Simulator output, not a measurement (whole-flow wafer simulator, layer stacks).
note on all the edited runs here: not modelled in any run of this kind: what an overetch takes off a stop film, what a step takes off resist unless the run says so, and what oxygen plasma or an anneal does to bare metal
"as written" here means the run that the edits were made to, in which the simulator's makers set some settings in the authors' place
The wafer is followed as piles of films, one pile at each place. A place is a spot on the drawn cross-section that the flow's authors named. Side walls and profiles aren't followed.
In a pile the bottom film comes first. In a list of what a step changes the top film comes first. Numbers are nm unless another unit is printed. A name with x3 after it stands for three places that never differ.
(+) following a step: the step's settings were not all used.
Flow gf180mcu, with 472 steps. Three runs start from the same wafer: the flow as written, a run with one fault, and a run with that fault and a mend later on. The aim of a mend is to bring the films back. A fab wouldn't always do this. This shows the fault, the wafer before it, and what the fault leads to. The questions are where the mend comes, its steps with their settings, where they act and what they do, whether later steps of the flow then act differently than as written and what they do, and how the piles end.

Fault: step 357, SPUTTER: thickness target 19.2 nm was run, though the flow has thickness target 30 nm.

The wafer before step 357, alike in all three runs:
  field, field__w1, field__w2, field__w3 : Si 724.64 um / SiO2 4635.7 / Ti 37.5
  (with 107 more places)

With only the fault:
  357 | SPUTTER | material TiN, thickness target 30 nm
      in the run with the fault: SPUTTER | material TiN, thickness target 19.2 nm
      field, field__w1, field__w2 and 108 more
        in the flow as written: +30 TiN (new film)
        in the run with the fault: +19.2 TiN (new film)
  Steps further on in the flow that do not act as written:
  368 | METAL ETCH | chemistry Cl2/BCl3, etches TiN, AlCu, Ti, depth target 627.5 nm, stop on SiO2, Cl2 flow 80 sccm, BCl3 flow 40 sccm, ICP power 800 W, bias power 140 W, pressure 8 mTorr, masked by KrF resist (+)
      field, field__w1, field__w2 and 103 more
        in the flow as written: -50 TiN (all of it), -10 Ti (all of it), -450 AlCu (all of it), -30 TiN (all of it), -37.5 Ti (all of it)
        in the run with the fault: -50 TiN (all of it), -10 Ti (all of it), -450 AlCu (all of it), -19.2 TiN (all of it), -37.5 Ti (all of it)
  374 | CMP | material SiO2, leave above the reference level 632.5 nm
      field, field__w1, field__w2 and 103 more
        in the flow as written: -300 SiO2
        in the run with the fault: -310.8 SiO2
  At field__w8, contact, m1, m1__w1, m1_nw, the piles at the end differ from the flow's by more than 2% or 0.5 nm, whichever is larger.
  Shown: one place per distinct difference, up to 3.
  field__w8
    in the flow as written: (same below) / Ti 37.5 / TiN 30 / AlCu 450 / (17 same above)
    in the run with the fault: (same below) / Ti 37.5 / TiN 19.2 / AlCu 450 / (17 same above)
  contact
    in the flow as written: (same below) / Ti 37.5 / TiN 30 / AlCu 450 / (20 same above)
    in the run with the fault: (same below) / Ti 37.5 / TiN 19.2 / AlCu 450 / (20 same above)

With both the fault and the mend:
  The mend stands after step 357.
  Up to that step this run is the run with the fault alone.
  357a | SPUTTER | material TiN, thickness target 10.8 nm (the flow's step 357, run once more with other settings)
      field, field__w1, field__w2 and 108 more
        +10.8 TiN
  Every later step of the flow that is run acts as written at every place that is followed.
  By the end, the piles equal the flow's at every place that both follow.
